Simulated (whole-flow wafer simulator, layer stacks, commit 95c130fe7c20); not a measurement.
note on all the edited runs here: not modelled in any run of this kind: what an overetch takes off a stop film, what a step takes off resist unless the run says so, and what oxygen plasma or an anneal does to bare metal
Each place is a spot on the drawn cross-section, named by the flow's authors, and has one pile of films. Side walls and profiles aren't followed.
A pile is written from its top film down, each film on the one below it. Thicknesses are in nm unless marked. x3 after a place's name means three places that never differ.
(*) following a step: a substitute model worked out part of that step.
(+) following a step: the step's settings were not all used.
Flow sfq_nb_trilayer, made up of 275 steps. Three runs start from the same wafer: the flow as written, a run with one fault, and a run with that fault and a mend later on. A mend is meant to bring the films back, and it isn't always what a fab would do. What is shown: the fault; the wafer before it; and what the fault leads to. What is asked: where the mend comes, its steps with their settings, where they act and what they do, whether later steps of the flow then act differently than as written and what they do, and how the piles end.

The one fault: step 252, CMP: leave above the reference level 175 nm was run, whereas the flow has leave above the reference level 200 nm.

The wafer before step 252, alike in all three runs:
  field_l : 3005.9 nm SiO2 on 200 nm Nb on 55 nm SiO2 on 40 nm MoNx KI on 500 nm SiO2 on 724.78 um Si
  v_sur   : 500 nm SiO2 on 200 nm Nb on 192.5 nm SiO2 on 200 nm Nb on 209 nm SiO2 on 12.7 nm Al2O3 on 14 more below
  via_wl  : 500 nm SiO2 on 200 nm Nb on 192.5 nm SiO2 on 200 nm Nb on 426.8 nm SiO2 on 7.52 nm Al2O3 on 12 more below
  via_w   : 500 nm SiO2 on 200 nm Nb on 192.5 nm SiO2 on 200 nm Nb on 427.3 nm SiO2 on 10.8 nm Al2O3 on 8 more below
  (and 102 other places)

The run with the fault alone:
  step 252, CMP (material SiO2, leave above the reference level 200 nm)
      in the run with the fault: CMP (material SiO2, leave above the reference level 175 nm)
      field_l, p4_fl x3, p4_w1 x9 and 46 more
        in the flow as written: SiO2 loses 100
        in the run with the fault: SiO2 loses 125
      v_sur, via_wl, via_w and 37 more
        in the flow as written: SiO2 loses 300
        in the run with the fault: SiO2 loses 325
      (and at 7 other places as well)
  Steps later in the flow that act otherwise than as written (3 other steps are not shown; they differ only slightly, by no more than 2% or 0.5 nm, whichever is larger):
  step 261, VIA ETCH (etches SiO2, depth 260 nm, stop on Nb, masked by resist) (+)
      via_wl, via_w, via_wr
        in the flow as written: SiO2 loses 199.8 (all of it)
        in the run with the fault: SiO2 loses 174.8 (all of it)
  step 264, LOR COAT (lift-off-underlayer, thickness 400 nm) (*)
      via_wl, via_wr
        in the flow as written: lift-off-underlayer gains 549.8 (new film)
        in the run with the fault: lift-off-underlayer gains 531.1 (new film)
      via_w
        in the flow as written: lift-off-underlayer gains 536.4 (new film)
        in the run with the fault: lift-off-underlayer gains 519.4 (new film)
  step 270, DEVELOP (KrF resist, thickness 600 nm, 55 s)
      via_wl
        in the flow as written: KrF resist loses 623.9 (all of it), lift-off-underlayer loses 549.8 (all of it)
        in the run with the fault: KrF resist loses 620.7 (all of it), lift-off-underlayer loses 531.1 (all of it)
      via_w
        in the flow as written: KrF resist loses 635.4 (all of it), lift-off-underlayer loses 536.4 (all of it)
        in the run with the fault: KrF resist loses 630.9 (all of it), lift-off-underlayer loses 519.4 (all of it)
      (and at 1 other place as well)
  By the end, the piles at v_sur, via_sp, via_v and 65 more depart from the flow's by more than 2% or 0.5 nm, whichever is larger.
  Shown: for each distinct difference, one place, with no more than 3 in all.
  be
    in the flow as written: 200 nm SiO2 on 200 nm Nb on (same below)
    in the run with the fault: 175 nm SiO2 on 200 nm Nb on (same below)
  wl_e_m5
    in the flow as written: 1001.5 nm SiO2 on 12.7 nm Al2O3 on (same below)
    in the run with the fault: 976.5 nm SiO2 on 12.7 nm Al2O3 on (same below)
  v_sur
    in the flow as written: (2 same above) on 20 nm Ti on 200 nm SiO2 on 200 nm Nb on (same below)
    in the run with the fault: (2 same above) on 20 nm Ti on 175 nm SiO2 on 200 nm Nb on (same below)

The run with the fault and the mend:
  After step 259 comes the mend.
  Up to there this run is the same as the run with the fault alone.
  step 259a, STRIP (over-ash 65%, gas O2, power 200 W) (*)
      field_l, v_sur, via_sp and 100 more
        KrF resist loses 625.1 (all of it), anti-reflective coat loses 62 (all of it)
      via_wl, via_w, via_wr
        anti-reflective coat loses 62 (all of it)
  step 259b, PECVD (material SiO2, thickness 25 nm, 150 C, 5.556 s, RF power 183.3 W, pressure 2.4 Torr, precursor SiH4/N2O) (the flow's step 251 again, with other settings)
      field_l, v_sur, via_wl and 103 more
        SiO2 gains 25
  step 259c, COAT (anti-reflective coat, thickness 62 nm) (the flow's step 254 again)
      field_l, v_sur, via_wl and 103 more
        anti-reflective coat gains 62 (new film)
  step 259d, COAT (KrF resist, thickness 650 nm) (the flow's step 255 again)
      field_l, v_sur, via_wl and 103 more
        KrF resist gains 650 (new film)
  step 259e, SOFTBAKE (KrF resist) (the flow's step 256 again)
      alters no film at any place that is followed
  step 259f, EXPOSE (photomask I7, dose 11.93 mJ/cm2, NA 0.6, wavelength 248 nm) (*) (the flow's step 257 again)
      alters no film at any place that is followed
  step 259g, PEB (KrF resist, 90 s) (the flow's step 258 again)
      field_l, v_sur, via_wl and 103 more
        KrF resist loses 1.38
  step 259h, DEVELOP (KrF resist, thickness 650 nm, 60 s) (the flow's step 259 again)
      field_l, v_sur, via_sp and 100 more
        KrF resist loses 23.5
      via_wl, via_w, via_wr
        KrF resist loses 648.6 (all of it)
  Every later step of the flow that is run acts as written at every place that is followed.
  The piles end the same as the flow's at every place that both follow.
